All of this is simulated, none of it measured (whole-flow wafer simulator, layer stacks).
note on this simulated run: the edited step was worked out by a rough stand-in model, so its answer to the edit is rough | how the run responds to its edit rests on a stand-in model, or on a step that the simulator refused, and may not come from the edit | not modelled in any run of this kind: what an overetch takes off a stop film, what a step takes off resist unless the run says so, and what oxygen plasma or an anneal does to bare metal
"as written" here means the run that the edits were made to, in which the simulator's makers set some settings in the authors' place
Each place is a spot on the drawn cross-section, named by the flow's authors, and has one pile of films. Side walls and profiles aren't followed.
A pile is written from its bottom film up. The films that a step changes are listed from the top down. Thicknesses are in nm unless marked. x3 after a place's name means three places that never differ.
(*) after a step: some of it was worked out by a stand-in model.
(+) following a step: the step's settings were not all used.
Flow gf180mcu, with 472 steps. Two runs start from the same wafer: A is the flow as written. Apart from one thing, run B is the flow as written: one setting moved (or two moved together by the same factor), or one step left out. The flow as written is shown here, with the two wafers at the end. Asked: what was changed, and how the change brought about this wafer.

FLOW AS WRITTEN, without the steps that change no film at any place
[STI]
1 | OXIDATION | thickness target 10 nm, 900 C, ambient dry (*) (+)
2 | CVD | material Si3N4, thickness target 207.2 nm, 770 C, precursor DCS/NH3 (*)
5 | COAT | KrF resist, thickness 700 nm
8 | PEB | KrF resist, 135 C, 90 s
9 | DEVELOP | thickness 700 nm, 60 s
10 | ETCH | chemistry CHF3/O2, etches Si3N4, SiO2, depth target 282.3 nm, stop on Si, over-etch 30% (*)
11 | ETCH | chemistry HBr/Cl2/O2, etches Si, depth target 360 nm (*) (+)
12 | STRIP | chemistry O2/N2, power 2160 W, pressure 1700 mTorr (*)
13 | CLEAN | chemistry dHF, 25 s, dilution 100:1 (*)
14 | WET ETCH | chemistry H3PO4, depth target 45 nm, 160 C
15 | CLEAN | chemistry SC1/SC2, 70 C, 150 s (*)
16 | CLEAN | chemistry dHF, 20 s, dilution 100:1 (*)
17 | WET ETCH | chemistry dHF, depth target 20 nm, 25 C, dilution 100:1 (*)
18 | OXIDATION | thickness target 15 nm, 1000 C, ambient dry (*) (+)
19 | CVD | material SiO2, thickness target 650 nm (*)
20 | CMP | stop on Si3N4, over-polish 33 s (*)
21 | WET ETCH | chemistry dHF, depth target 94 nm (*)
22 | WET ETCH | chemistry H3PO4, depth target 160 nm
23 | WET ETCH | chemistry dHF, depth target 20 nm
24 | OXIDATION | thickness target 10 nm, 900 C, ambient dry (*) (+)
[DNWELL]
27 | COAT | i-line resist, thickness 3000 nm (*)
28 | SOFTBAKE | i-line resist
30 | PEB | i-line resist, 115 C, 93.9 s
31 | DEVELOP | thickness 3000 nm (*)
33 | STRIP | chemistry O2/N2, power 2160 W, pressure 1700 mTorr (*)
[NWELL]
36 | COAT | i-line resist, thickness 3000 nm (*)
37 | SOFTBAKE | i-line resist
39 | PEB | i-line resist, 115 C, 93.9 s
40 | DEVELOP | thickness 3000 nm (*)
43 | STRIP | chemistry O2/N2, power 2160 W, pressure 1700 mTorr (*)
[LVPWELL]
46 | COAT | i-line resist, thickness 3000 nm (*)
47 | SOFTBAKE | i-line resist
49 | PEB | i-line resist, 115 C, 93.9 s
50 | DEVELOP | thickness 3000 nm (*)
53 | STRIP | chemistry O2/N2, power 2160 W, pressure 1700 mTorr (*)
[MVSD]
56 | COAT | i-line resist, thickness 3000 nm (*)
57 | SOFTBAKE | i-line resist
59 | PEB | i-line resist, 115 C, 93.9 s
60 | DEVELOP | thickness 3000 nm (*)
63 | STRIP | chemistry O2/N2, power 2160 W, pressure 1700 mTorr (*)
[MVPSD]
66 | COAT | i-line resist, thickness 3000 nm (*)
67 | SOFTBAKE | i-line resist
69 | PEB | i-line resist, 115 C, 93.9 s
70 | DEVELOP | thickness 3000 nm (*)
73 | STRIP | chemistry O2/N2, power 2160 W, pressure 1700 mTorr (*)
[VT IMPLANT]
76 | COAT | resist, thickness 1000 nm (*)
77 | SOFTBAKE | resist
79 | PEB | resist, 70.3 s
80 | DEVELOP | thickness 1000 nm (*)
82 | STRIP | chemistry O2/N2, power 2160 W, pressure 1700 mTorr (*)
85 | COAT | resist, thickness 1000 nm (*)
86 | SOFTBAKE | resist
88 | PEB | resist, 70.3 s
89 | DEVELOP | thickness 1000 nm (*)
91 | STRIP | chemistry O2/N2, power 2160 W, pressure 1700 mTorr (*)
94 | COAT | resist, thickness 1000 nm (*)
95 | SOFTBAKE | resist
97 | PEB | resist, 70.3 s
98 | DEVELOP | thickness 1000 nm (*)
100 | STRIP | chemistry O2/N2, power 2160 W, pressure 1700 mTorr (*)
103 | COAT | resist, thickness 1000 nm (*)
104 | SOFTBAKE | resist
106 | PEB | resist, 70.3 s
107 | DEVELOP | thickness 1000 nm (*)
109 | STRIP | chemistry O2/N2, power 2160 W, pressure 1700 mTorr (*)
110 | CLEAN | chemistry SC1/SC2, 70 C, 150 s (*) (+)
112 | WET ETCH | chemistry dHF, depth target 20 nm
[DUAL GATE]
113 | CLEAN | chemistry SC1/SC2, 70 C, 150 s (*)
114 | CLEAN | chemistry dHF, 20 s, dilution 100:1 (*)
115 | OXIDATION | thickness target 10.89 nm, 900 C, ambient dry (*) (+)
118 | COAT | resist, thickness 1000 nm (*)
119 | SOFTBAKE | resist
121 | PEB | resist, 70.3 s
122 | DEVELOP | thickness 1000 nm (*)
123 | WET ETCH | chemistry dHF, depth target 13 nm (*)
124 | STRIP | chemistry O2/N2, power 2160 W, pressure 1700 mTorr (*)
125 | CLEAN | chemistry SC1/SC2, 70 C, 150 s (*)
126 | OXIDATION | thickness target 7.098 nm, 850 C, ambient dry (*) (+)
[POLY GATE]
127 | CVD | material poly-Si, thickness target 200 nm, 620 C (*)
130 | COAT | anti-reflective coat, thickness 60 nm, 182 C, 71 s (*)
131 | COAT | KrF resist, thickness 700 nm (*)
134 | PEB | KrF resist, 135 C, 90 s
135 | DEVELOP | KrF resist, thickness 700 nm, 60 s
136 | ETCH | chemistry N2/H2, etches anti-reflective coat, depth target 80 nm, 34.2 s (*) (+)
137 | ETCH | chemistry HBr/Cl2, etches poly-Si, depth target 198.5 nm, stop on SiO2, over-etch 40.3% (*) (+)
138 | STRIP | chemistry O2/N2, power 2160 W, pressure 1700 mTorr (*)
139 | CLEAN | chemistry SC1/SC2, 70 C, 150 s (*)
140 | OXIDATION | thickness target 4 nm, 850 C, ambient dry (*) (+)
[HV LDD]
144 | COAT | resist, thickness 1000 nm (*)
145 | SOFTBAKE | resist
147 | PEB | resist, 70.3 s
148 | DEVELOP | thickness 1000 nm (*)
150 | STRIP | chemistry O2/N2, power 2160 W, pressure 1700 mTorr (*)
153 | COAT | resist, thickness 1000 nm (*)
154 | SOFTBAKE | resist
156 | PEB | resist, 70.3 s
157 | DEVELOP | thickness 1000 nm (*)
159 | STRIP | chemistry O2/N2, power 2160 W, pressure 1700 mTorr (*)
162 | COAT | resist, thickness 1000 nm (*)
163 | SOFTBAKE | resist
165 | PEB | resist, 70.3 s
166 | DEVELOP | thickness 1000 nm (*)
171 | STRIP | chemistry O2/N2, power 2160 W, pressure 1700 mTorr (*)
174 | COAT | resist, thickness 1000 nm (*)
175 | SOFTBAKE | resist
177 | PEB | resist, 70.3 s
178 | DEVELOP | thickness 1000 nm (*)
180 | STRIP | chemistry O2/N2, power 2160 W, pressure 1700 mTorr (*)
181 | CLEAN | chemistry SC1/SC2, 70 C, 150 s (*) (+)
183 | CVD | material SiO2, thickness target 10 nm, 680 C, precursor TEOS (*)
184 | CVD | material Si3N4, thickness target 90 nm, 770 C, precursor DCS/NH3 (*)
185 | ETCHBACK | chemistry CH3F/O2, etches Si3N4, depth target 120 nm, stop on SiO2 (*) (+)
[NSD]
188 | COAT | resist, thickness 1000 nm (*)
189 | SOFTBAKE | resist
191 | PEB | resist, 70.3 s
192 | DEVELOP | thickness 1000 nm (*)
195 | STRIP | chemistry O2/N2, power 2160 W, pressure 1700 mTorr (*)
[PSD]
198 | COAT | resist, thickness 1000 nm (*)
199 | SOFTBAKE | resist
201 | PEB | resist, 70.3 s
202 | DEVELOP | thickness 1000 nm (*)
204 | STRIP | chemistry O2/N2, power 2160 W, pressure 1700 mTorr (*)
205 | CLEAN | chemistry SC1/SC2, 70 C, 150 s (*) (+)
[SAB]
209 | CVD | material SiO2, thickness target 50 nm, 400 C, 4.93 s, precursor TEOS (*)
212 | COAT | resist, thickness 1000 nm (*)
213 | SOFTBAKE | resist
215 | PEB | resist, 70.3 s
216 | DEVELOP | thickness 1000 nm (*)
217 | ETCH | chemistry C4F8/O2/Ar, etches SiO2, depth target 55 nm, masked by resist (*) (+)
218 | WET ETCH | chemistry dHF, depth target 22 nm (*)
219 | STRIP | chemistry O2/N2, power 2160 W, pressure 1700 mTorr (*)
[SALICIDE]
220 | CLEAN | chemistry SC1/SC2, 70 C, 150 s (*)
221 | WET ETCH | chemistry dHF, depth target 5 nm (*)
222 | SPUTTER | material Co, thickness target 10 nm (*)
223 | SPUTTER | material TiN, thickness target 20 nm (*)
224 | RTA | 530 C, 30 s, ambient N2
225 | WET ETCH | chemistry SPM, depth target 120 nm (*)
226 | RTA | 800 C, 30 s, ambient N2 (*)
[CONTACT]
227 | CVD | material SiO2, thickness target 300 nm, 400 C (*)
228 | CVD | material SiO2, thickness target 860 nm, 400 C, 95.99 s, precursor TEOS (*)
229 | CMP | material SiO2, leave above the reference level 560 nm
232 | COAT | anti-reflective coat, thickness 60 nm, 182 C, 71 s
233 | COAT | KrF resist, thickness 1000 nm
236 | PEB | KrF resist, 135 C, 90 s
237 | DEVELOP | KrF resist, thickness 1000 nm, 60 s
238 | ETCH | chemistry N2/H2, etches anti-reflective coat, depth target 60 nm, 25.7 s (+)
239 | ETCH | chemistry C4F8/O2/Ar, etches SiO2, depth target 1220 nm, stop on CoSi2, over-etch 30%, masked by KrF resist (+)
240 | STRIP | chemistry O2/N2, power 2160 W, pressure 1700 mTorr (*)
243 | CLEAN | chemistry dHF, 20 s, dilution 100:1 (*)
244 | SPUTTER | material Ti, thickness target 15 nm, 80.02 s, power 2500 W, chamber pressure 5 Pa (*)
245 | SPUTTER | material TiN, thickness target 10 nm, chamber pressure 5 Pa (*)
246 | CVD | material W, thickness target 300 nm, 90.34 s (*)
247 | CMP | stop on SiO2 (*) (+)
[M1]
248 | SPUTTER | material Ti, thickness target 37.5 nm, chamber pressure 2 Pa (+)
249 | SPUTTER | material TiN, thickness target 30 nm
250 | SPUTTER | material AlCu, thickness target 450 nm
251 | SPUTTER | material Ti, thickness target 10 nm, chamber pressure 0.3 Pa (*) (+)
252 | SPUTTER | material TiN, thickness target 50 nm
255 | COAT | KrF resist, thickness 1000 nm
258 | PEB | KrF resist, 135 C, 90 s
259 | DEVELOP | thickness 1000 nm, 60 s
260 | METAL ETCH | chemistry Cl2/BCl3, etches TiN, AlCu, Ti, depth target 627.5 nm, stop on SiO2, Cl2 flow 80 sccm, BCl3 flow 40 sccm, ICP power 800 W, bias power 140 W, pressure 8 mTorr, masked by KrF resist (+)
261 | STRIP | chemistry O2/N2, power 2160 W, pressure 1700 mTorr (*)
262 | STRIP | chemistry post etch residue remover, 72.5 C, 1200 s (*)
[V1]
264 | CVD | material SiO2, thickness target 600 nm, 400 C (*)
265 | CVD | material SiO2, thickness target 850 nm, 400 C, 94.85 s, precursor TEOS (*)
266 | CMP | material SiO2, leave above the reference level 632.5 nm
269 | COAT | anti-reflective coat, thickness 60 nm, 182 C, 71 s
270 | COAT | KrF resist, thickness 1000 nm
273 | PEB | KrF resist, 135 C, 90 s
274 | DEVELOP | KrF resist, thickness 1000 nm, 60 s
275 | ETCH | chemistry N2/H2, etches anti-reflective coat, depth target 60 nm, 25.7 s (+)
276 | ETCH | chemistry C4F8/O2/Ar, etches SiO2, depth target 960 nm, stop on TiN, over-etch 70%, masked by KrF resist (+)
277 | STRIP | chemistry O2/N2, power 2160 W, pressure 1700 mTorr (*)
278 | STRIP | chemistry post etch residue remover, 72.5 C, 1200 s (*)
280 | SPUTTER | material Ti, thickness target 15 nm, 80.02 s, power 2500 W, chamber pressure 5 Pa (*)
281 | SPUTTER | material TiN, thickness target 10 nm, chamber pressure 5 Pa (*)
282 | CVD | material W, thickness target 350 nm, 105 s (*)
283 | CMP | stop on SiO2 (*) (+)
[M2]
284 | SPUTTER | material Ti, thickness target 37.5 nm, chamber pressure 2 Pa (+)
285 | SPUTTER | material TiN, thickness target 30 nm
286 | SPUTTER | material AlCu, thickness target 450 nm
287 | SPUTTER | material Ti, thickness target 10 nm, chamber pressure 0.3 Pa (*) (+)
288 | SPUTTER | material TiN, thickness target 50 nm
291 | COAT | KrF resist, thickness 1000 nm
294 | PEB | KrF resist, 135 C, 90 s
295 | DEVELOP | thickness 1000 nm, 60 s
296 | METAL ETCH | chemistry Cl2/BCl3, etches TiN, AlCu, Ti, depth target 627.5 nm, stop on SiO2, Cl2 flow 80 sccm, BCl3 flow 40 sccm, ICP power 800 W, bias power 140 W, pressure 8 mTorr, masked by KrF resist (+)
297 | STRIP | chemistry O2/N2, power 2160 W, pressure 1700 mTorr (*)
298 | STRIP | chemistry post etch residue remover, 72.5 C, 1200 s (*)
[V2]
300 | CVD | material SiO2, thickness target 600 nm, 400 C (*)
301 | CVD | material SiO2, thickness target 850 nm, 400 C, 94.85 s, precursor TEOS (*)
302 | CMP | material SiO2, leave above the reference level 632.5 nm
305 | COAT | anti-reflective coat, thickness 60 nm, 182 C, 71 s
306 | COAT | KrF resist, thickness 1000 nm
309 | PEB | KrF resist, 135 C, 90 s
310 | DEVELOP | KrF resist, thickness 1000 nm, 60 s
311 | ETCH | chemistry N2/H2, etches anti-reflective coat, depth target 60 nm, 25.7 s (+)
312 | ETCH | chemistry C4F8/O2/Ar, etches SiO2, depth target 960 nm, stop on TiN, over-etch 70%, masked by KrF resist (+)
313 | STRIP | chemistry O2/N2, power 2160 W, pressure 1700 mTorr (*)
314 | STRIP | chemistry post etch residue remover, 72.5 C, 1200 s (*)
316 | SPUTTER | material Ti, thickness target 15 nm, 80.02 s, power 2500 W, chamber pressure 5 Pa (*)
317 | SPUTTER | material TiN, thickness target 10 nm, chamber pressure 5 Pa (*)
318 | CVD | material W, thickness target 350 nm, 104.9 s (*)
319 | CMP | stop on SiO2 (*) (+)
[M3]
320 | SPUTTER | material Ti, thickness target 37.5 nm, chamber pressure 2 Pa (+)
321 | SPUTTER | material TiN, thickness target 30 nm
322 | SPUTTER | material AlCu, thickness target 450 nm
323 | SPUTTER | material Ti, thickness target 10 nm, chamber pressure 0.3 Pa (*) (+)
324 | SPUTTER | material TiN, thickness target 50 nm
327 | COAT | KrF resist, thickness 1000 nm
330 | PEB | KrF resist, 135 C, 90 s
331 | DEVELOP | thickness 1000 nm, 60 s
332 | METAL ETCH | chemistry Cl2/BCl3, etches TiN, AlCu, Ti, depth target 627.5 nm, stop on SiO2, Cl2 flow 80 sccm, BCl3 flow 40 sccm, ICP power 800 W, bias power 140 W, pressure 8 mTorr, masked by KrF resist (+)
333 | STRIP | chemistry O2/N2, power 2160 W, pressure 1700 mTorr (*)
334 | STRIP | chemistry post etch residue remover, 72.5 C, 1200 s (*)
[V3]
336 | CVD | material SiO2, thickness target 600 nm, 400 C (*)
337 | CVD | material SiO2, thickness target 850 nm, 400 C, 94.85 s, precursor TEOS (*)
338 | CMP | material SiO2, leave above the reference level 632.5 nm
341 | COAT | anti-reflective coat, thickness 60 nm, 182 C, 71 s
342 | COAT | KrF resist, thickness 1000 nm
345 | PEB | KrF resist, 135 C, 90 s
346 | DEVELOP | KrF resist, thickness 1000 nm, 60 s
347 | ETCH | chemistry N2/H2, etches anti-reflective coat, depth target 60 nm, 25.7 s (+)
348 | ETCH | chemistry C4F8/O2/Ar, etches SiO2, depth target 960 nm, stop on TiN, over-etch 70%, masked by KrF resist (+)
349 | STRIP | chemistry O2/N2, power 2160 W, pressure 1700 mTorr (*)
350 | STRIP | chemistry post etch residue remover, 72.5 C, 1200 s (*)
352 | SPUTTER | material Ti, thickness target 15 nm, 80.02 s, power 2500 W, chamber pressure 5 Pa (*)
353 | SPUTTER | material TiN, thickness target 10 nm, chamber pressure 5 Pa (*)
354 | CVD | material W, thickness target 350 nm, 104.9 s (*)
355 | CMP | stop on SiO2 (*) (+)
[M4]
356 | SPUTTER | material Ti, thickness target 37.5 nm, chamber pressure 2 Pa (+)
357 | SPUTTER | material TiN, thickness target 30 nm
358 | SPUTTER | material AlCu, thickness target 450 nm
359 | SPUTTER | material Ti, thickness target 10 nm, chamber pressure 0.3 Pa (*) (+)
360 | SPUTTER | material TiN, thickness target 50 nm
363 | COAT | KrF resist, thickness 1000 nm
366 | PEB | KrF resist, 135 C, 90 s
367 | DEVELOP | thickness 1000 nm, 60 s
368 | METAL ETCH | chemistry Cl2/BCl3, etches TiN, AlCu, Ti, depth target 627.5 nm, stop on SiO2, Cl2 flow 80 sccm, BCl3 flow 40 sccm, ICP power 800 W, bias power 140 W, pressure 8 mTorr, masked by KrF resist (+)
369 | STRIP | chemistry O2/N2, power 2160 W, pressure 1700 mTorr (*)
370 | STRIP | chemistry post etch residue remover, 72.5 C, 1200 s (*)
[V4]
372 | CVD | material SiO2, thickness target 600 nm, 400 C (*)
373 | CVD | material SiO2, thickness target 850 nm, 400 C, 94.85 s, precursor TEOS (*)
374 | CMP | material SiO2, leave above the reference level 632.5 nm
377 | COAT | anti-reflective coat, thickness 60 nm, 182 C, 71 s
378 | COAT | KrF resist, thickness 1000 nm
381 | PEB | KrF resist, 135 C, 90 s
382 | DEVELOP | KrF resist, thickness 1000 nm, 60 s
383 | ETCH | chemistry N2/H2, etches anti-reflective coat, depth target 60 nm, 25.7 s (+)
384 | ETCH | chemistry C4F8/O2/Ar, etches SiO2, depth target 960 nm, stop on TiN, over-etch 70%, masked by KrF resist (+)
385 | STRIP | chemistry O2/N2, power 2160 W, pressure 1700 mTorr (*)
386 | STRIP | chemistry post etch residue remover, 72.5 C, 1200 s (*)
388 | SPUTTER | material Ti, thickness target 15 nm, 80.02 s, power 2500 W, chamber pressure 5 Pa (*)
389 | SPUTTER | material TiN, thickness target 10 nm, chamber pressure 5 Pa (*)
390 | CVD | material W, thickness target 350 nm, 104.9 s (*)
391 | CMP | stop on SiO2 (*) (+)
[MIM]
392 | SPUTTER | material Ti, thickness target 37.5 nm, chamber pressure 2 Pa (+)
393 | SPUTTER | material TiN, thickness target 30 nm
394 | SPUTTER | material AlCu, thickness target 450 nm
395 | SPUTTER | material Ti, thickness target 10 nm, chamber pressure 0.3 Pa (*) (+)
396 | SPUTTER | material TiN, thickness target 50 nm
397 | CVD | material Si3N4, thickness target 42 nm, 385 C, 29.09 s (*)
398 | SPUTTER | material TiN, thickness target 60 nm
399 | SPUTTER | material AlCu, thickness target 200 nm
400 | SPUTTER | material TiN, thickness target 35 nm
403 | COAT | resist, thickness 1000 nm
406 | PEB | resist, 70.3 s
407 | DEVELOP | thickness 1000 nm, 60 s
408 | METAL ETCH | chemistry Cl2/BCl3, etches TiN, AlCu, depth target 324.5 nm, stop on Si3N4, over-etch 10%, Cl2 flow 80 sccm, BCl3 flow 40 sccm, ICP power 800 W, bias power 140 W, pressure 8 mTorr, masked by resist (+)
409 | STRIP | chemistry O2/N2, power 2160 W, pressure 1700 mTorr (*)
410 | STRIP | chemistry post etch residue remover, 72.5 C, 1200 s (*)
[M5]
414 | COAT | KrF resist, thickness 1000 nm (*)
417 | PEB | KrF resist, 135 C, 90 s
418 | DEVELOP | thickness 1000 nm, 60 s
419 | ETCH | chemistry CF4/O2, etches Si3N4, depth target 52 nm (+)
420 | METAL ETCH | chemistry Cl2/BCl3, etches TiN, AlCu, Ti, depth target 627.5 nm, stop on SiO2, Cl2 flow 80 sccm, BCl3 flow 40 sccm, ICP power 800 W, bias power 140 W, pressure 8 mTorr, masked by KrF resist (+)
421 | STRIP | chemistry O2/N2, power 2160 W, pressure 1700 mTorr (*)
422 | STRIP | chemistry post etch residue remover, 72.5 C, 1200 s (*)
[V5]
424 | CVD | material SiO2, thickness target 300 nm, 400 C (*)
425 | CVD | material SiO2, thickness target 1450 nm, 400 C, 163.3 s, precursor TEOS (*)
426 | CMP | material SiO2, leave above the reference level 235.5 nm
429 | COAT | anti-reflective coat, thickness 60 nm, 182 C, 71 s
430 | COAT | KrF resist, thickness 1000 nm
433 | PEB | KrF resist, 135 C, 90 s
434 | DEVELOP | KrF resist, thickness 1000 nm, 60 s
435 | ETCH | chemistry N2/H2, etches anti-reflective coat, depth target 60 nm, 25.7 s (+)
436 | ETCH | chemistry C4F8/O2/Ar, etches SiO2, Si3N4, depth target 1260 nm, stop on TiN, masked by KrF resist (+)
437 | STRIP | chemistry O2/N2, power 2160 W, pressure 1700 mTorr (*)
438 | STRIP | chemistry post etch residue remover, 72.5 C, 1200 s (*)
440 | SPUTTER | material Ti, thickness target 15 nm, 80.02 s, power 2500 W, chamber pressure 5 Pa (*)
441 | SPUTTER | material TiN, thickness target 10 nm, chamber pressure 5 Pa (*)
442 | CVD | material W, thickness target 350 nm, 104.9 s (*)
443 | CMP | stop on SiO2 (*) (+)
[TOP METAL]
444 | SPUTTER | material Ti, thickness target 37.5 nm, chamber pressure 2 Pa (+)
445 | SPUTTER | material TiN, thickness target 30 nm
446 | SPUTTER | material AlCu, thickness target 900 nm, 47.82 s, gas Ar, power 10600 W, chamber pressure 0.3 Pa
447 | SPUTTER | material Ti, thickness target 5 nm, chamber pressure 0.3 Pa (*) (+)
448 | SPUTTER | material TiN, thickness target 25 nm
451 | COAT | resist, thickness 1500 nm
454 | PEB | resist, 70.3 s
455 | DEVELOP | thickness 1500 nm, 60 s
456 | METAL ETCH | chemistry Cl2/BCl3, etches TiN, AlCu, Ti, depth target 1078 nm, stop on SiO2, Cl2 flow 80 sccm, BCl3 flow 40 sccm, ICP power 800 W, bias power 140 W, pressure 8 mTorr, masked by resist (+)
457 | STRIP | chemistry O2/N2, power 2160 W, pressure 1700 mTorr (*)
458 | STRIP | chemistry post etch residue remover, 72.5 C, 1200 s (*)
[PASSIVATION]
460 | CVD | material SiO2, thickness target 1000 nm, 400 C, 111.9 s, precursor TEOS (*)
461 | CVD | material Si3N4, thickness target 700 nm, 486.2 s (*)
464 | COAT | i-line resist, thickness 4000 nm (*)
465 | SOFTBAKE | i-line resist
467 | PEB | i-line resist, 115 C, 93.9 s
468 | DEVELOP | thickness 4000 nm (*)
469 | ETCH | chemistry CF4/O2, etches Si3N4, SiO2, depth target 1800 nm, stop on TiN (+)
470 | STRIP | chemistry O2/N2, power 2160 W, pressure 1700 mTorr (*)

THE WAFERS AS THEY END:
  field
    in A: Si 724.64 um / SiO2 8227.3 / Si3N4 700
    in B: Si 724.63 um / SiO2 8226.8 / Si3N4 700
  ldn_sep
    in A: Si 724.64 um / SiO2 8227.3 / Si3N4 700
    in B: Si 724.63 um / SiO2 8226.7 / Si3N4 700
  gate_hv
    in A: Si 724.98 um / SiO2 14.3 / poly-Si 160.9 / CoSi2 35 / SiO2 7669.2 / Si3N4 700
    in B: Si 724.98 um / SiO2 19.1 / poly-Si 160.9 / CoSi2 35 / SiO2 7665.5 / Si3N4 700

The reason: step 115, OXIDATION: thickness target 16.22 nm was run, though the flow has thickness target 10.89 nm.

How this came from the change, step by step:
  115 | OXIDATION | thickness target 10.89 nm, 900 C, ambient dry (*) (+)
      active, n_well, p_well and 40 more: A +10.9 SiO2 (new film), -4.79 Si | B +16.2 SiO2 (new film), -7.14 Si
      sti, mim_1p0, pad and 19 more: A +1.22 SiO2, -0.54 Si | B +2.29 SiO2, -1.01 Si
      (as well as at 27 more places)
  123 | WET ETCH | chemistry dHF, depth target 13 nm (*)
      active, n_well, p_well and 12 more: A -10.9 SiO2 (all of it) | B -13 SiO2
  124 | STRIP | chemistry O2/N2, power 2160 W, pressure 1700 mTorr (*)
      active, n_well, p_well and 12 more: A +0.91 chemical SiO2 (new film), -0.4 Si | B nothing
  126 | OXIDATION | thickness target 7.098 nm, 850 C, ambient dry (*) (+)
      active, n_well, p_well and 12 more: A +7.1 SiO2 (new film), -0.76 chemical SiO2 (all of it), -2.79 Si | B +4.65 SiO2, -2.05 Si
  130 | COAT | anti-reflective coat, thickness 60 nm, 182 C, 71 s (*)
      p_well, spacer, sd_n: A +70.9 anti-reflective coat (new film) | B +72.6 anti-reflective coat (new film)
      ld_fp_p, ld_drift_p: A +47.8 anti-reflective coat (new film) | B +49 anti-reflective coat (new film)
      (as well as at 6 more places)
  136 | ETCH | chemistry N2/H2, etches anti-reflective coat, depth target 80 nm, 34.2 s (*) (+)
      p_well, spacer, sd_n: A -70.9 anti-reflective coat (all of it), -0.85 poly-Si | B -72.6 anti-reflective coat (all of it), -0.81 poly-Si
      field__w6: A -55.2 anti-reflective coat (all of it), -1.25 poly-Si | B -56.5 anti-reflective coat (all of it), -1.22 poly-Si
      (as well as at 4 more places)
  138 | STRIP | chemistry O2/N2, power 2160 W, pressure 1700 mTorr (*)
      ld_fp_p: A +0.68 chemical SiO2 (new film), -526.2 KrF resist (all of it), -47.8 anti-reflective coat (all of it), -0.3 poly-Si | B +0.68 chemical SiO2 (new film), -525.9 KrF resist (all of it), -49 anti-reflective coat (all of it), -0.3 poly-Si
      ldn_fp: A +0.68 chemical SiO2 (new film), -530.2 KrF resist (all of it), -48.5 anti-reflective coat (all of it), -0.3 poly-Si | B +0.68 chemical SiO2 (new film), -530 KrF resist (all of it), -49.7 anti-reflective coat (all of it), -0.3 poly-Si
      (as well as at 1 more place)
  189 | SOFTBAKE | resist
      field__w9: A +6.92 resist | B -3.06 resist
      active_nat: A +5.49 resist | B +9.32 resist
  199 | SOFTBAKE | resist
      field__w9: A +6.92 resist | B -3.06 resist
      active_nat: A +5.49 resist | B +9.32 resist
  218 | WET ETCH | chemistry dHF, depth target 22 nm (*)
      ldn_tap, ldn_src, ldn_drn, ldp_tap, ldp_src, ldp_drn, ldp_gr: A -16 SiO2 (all of it) | B -20.7 SiO2 (all of it)
      ld_drn_n, ld_sd_p: A -14.8 SiO2 (all of it) | B -19.5 SiO2 (all of it)
      (as well as at 5 more places)
